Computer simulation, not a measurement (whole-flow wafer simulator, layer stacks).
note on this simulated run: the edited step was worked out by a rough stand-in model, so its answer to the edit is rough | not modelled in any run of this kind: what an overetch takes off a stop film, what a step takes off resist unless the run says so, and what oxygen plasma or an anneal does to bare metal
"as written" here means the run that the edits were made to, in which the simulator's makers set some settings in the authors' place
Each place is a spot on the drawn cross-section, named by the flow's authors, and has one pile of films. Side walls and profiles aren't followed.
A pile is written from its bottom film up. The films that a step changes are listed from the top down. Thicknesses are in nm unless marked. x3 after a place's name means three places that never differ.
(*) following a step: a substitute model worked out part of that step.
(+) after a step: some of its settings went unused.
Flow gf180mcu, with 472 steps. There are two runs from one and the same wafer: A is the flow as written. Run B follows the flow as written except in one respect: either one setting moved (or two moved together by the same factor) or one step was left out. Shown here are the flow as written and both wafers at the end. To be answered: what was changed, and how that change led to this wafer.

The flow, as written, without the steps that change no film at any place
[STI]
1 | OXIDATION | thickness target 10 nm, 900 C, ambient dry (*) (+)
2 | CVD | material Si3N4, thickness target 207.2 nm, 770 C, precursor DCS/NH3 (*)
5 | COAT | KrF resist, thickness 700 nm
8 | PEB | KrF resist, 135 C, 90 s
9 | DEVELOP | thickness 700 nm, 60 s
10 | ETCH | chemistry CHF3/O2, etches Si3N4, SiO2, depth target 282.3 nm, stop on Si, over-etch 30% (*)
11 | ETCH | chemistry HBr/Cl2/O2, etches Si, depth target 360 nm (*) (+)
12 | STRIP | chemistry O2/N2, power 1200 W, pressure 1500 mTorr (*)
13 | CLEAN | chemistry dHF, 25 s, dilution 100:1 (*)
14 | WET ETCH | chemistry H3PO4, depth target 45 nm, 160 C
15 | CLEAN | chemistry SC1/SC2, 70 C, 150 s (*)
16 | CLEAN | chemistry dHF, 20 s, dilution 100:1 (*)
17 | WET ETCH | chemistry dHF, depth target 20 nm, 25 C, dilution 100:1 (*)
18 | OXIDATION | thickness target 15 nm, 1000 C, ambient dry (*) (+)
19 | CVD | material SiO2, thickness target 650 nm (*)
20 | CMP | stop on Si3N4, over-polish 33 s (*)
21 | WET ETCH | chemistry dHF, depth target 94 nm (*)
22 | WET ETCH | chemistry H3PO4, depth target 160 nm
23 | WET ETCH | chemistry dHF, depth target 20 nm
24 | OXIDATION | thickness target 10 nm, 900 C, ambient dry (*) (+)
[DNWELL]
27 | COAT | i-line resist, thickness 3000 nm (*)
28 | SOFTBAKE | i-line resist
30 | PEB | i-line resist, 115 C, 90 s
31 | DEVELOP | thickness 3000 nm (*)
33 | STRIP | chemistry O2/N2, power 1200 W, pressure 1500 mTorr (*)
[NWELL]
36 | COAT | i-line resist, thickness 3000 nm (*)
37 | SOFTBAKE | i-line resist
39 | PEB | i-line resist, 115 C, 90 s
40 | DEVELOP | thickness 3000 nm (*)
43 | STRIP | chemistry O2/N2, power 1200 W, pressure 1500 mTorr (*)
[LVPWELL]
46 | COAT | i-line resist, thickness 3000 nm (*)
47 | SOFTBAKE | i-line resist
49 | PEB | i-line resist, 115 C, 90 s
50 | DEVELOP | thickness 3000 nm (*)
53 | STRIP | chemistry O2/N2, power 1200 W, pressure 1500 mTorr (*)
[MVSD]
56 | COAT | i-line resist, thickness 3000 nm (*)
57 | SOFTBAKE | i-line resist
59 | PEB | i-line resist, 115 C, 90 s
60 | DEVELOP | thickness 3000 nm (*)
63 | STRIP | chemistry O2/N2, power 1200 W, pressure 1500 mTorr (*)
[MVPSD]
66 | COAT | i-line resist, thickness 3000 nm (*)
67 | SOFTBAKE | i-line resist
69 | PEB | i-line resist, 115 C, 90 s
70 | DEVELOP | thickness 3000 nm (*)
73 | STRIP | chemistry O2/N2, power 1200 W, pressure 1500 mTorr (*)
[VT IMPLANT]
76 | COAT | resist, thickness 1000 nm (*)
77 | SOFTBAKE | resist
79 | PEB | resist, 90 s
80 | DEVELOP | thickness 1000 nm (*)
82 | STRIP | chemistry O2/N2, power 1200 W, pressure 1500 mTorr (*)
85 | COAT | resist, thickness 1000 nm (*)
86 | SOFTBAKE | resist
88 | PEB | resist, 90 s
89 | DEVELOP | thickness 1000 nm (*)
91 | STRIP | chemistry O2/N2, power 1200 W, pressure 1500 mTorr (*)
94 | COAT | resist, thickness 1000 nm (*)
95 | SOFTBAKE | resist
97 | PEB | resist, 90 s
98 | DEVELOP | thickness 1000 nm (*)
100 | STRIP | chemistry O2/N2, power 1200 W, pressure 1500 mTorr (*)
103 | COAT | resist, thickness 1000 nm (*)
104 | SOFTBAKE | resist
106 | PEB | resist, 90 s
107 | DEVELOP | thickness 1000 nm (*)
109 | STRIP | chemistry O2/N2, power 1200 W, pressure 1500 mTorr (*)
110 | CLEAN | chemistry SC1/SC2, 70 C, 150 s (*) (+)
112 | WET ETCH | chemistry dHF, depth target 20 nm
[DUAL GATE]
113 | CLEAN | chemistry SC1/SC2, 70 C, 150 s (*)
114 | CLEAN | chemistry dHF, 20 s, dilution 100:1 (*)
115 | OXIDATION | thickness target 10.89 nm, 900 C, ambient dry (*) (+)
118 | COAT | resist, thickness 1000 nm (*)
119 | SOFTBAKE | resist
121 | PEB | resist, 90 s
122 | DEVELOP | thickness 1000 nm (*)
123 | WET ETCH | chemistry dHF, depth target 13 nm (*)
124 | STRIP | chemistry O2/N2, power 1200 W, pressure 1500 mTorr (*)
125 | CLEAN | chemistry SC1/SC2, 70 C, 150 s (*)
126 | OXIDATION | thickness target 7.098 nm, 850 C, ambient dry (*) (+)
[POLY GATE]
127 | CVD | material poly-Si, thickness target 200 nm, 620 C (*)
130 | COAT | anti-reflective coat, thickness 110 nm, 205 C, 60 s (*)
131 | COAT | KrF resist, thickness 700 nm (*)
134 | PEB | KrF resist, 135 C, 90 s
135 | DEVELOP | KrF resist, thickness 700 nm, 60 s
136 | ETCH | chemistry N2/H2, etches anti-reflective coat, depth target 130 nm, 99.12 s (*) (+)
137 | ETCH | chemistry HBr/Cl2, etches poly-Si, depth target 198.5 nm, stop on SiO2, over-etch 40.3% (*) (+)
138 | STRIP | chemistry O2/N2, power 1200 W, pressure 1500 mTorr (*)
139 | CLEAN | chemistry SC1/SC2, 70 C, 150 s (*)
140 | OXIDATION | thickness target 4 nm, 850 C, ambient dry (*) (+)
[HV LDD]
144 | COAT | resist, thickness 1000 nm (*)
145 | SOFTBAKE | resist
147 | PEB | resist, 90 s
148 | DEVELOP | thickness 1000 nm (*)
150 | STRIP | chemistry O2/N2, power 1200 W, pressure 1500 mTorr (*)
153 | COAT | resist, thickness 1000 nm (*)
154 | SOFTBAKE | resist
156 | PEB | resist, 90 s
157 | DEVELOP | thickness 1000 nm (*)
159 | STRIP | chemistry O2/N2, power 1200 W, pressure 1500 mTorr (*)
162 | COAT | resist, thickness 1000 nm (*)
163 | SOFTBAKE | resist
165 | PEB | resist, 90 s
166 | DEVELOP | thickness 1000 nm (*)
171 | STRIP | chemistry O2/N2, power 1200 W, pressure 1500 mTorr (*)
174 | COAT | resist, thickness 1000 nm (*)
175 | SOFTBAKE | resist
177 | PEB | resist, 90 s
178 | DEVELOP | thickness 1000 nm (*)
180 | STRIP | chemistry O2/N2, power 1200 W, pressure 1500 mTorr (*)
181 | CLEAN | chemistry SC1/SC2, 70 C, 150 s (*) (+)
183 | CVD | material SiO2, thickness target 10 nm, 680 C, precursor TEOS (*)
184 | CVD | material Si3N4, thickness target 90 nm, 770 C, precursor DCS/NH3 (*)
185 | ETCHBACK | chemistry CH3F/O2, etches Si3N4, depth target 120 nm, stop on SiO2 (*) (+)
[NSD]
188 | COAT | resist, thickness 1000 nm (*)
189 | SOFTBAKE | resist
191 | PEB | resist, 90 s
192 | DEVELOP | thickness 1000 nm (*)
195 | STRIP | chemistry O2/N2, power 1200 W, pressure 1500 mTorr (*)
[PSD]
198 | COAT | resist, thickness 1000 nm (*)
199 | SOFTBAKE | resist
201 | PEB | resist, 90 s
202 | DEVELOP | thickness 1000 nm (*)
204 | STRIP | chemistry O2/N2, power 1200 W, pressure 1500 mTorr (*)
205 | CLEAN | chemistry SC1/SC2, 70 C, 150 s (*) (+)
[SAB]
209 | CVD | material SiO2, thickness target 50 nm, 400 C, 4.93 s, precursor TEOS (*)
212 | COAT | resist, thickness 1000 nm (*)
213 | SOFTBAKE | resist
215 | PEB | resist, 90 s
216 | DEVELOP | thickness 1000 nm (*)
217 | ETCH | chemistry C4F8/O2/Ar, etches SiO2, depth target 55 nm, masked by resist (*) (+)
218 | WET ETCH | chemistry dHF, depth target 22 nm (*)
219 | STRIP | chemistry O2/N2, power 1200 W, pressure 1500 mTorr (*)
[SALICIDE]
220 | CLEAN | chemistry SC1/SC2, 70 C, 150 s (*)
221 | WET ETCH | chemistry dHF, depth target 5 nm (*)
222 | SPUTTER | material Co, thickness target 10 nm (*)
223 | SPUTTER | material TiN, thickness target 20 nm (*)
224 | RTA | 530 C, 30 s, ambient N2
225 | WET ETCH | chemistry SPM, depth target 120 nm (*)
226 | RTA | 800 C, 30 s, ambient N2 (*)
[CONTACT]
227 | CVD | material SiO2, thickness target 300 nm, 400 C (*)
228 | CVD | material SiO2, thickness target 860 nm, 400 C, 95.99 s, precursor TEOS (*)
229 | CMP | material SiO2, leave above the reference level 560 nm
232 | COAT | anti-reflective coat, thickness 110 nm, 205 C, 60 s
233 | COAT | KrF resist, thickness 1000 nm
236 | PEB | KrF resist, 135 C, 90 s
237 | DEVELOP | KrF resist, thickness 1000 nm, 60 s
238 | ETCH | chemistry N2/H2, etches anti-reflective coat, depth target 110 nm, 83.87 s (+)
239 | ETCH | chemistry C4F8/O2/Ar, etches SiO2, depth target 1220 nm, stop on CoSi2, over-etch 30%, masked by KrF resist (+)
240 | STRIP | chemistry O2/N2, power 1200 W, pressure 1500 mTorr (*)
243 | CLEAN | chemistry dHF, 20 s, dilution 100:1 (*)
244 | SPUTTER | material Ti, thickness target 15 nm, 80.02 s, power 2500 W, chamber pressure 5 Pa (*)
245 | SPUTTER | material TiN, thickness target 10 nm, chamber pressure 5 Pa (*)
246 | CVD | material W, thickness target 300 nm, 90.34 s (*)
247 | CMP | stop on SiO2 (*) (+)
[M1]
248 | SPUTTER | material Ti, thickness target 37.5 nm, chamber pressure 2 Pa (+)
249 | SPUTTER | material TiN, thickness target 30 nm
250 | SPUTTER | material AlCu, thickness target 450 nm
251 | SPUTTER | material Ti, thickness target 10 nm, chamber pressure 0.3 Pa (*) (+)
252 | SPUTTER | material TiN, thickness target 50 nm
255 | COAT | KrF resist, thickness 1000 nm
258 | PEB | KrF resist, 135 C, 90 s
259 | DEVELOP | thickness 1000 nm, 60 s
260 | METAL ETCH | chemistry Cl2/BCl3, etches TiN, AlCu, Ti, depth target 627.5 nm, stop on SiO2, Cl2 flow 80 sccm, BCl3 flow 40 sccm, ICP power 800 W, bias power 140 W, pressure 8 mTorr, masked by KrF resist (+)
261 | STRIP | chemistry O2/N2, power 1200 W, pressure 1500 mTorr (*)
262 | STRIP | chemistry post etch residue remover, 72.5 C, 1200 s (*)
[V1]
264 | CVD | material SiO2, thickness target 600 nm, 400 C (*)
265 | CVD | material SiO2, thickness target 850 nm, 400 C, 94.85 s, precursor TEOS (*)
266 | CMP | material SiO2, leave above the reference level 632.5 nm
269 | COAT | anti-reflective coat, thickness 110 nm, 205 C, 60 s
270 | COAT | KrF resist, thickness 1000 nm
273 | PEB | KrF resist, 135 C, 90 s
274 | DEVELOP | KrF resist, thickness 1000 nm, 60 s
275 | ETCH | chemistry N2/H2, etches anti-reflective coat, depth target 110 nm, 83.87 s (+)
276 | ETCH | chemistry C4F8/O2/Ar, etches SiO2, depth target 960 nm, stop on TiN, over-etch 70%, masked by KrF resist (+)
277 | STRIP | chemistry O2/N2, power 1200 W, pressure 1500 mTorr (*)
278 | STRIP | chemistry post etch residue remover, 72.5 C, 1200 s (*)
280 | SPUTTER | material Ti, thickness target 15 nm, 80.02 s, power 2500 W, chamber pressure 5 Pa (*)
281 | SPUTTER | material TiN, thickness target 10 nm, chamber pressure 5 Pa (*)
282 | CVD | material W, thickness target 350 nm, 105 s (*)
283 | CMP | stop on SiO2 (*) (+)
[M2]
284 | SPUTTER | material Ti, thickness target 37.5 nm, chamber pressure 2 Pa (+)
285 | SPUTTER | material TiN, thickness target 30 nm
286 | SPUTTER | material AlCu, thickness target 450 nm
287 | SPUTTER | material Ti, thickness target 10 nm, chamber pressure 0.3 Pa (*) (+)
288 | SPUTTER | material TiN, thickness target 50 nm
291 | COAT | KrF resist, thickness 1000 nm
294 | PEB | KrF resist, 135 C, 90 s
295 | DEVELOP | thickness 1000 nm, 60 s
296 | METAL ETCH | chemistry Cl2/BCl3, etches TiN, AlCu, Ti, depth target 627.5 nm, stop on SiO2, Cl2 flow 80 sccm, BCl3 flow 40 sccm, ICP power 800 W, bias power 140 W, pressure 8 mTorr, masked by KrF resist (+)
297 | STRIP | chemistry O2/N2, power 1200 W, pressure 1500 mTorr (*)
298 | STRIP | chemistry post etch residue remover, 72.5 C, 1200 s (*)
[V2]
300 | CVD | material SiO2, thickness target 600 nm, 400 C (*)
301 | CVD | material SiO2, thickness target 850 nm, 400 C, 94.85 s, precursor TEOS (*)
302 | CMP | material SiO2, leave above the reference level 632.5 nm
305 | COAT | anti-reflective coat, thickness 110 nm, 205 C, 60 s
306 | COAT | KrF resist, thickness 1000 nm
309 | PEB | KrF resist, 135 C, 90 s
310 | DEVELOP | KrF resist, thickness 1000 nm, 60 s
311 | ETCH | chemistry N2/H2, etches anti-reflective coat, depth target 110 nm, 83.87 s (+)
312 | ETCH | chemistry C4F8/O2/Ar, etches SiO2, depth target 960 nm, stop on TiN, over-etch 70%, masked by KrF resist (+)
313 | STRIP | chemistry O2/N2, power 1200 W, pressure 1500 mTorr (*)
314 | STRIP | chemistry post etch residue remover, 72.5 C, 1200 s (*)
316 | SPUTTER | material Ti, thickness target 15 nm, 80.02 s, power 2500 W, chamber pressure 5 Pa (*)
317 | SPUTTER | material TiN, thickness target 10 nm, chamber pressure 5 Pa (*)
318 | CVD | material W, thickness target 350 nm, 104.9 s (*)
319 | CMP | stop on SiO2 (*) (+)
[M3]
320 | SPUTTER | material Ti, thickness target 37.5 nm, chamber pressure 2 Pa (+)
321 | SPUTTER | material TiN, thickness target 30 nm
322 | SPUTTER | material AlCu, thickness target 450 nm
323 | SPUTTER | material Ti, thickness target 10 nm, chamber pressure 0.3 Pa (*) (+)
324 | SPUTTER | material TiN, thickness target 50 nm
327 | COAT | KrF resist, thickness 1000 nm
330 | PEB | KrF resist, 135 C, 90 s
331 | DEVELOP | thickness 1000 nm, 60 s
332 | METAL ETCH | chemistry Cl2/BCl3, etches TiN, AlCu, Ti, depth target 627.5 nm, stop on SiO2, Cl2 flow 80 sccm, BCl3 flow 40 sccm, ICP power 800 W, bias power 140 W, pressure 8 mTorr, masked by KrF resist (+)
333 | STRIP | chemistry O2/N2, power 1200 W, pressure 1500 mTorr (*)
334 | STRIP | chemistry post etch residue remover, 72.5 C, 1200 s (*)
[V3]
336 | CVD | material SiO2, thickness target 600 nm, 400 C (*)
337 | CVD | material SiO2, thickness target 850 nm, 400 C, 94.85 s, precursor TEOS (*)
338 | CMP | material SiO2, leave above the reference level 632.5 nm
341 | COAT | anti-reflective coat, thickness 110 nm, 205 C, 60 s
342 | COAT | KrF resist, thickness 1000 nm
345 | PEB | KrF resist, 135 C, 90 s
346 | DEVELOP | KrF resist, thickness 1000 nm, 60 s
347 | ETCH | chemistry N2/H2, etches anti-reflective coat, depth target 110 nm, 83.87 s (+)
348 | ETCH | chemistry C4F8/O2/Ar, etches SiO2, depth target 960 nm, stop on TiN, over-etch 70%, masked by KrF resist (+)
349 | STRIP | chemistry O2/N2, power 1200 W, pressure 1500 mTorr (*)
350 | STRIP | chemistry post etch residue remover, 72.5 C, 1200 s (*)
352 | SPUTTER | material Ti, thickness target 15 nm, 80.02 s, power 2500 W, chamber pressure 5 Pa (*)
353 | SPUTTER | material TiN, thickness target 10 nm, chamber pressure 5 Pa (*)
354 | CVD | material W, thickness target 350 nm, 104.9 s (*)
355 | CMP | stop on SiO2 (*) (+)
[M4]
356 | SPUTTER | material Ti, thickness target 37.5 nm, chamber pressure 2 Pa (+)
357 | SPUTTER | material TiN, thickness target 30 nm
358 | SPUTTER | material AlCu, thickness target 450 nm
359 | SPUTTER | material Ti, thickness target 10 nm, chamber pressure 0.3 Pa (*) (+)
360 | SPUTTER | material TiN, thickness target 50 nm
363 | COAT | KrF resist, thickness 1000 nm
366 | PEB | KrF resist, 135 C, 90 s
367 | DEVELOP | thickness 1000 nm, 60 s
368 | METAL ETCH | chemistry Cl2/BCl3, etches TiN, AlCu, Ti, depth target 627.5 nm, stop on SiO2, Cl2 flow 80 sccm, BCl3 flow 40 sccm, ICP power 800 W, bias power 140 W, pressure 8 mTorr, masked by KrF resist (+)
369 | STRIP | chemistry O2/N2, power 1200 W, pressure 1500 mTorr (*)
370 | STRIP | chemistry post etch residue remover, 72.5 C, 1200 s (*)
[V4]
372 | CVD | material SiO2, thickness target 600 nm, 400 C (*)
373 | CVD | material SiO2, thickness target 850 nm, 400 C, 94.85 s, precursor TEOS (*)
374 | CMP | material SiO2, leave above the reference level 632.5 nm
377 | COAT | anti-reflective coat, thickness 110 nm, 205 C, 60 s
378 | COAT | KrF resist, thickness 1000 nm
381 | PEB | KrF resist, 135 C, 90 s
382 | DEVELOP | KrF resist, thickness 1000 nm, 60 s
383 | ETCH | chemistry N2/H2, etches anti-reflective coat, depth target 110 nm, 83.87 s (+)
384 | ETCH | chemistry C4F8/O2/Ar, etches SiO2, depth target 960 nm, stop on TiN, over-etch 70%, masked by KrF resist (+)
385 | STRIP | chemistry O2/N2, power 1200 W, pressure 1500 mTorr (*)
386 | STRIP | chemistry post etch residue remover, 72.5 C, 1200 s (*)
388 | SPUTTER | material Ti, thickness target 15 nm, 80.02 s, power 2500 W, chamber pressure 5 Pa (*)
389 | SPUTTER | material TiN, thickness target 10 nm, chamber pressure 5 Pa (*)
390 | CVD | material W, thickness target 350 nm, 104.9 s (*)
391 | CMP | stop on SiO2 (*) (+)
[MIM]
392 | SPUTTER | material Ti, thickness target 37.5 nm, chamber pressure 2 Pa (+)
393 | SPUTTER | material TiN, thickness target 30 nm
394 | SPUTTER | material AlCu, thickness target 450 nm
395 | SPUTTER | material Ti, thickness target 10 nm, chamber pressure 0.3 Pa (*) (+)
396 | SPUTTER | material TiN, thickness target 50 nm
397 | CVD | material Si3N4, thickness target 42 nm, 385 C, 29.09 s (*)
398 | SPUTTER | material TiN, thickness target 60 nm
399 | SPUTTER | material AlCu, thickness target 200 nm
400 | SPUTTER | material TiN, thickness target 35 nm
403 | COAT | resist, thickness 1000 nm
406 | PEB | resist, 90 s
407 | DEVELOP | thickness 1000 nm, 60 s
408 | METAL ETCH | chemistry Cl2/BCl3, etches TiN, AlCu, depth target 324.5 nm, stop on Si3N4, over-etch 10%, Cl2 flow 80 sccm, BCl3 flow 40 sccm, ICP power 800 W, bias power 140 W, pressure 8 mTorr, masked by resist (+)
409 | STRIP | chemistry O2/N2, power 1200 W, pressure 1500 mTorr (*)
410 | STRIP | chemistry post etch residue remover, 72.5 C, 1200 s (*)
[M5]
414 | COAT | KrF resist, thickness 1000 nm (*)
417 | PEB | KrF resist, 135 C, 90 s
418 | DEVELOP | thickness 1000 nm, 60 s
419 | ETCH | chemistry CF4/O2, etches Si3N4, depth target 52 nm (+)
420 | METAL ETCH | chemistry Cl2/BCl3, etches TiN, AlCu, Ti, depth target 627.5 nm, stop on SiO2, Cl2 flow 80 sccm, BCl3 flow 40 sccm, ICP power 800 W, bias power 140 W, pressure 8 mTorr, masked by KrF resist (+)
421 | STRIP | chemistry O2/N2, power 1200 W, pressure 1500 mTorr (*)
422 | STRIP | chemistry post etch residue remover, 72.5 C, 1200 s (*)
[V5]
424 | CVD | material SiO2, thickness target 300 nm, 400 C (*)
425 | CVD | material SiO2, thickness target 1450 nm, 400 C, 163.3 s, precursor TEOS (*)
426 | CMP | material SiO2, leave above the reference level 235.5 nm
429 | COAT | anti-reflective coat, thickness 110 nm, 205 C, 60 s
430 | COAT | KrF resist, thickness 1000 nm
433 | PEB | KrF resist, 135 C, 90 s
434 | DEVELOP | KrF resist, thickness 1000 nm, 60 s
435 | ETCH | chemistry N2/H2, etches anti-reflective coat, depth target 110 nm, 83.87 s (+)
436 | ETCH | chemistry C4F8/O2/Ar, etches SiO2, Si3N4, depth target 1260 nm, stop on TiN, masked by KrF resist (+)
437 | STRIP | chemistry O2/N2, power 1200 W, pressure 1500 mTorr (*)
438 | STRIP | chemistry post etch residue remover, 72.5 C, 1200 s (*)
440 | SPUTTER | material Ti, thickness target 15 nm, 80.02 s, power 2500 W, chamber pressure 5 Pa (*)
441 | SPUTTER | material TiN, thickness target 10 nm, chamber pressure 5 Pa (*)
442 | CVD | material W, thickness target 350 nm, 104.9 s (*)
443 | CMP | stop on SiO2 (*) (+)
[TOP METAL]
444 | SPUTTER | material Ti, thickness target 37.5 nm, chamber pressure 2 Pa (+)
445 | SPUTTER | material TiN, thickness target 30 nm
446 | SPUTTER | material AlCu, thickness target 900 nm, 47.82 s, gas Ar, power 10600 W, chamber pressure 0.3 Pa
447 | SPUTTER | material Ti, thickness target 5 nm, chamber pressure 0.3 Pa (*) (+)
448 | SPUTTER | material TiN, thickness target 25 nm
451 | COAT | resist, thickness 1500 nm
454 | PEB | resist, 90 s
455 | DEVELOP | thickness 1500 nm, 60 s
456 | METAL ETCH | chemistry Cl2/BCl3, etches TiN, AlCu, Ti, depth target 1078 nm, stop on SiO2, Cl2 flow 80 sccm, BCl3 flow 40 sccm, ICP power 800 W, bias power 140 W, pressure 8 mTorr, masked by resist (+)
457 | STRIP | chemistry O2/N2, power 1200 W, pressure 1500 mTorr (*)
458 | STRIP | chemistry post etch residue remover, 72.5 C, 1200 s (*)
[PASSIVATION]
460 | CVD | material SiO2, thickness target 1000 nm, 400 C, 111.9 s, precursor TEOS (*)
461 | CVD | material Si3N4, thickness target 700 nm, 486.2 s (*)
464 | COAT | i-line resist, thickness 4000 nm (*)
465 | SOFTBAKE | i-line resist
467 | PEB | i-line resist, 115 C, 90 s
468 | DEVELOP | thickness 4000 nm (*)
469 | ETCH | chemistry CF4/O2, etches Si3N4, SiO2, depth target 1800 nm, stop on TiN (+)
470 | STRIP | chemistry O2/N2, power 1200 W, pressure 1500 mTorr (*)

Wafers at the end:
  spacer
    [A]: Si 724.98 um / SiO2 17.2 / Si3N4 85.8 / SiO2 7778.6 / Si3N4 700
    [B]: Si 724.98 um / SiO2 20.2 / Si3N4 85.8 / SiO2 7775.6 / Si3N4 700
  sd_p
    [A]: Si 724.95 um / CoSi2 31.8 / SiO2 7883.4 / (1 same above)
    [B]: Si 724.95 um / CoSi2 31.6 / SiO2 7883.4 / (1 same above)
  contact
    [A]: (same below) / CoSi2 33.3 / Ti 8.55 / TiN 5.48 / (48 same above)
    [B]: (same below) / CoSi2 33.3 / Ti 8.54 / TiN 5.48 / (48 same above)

What caused this: step 183, CVD: thickness target 13 nm was run, while the flow as written has thickness target 10 nm.

How this came from the change, step by step:
  183 | CVD | material SiO2, thickness target 10 nm, 680 C, precursor TEOS (*)
      field, field__w1, field__w2 and 99 more: A +10 SiO2 | B +13 SiO2
      ld_drift_p: A +9.87 SiO2 | B +12.8 SiO2
      (as well as at 1 more place)
  189 | SOFTBAKE | resist
      field__w9: A +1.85 resist | B -1.05 resist
  199 | SOFTBAKE | resist
      field__w9: A +1.85 resist | B -1.05 resist
  218 | WET ETCH | chemistry dHF, depth target 22 nm (*)
      gate, gate_hv, gate_p and 23 more: A -5.48 SiO2 (all of it) | B -8.48 SiO2 (all of it)
      active, p_well, sd_n, iso_ptap_pw, iso_ntap_nw, iso_ptap_sub, vpnp_e: A -9.01 SiO2 (all of it) | B -12 SiO2 (all of it)
      (as well as at 16 more places)
